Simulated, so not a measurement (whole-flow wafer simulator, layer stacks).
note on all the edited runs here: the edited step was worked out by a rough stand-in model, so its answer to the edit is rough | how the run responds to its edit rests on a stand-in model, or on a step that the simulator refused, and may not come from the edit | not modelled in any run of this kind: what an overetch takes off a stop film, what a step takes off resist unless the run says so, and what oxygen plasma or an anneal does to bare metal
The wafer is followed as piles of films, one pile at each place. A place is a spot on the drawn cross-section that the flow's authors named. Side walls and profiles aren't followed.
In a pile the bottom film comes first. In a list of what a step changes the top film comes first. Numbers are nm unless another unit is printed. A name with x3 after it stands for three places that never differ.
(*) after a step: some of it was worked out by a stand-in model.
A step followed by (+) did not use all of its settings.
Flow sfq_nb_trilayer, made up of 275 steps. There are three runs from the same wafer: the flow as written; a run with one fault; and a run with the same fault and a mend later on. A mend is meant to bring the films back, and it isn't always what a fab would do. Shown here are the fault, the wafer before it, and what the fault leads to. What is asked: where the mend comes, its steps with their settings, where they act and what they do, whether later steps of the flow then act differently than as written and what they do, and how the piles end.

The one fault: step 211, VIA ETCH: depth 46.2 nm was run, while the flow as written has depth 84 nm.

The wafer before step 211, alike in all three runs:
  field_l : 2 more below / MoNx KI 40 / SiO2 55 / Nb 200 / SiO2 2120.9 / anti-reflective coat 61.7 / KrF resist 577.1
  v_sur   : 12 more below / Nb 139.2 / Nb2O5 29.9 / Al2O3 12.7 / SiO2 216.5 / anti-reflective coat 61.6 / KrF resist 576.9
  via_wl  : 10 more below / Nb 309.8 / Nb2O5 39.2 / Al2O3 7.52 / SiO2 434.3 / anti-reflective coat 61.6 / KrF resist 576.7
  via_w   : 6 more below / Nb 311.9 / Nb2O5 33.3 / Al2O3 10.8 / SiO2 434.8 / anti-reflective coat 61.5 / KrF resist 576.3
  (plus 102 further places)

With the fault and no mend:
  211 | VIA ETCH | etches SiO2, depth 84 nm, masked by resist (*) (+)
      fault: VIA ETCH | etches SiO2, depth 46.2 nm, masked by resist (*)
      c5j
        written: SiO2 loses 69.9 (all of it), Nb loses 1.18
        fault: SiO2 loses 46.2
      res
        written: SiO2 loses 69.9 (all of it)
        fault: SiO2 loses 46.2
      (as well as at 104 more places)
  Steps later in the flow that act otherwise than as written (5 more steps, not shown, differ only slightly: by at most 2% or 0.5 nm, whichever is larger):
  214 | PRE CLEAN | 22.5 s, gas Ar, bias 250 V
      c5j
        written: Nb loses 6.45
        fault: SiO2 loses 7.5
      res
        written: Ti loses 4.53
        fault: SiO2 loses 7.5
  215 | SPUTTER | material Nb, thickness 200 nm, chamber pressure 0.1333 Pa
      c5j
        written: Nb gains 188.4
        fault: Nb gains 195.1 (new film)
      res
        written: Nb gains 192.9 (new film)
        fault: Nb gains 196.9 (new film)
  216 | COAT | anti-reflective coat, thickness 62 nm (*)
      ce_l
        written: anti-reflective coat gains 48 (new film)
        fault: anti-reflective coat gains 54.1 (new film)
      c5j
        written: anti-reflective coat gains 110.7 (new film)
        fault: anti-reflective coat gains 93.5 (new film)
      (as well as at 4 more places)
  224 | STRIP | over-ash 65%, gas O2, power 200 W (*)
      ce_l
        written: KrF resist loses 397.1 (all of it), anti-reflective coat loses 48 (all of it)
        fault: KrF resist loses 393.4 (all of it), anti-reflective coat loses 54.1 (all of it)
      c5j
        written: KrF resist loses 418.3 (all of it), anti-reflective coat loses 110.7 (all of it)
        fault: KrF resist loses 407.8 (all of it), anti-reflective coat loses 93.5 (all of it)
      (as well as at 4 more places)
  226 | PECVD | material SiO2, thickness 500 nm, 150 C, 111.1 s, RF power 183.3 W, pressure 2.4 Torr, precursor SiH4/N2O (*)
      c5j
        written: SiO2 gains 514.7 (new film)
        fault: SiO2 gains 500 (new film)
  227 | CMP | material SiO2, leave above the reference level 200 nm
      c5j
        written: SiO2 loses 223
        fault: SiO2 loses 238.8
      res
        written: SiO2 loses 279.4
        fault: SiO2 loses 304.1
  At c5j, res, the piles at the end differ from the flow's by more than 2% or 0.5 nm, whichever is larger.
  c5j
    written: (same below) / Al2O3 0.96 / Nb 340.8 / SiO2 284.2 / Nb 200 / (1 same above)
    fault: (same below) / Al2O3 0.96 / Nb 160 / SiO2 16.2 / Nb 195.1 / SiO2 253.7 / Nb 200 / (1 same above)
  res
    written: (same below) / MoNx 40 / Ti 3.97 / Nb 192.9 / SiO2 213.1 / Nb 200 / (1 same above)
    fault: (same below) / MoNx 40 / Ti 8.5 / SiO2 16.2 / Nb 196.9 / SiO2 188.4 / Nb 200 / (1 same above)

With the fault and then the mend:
  The mend stands after step 211.
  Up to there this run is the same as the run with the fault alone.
  211a | VIA ETCH | etches SiO2, depth 37.8 nm, masked by resist (*) (+) (the flow's step 211, run once more with other settings)
      field_l, v_sur, via_wl and 101 more
        KrF resist loses 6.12
      c5j
        SiO2 loses 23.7 (all of it), Nb loses 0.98
      res
        SiO2 loses 23.7 (all of it)
  Every later step of the flow that is run acts as written, at every place that is followed, to within 2% or 0.5 nm, whichever is larger.
  At the end the piles are close to the flow's at the places that both follow, differing by at most 2% or 0.5 nm, whichever is larger.
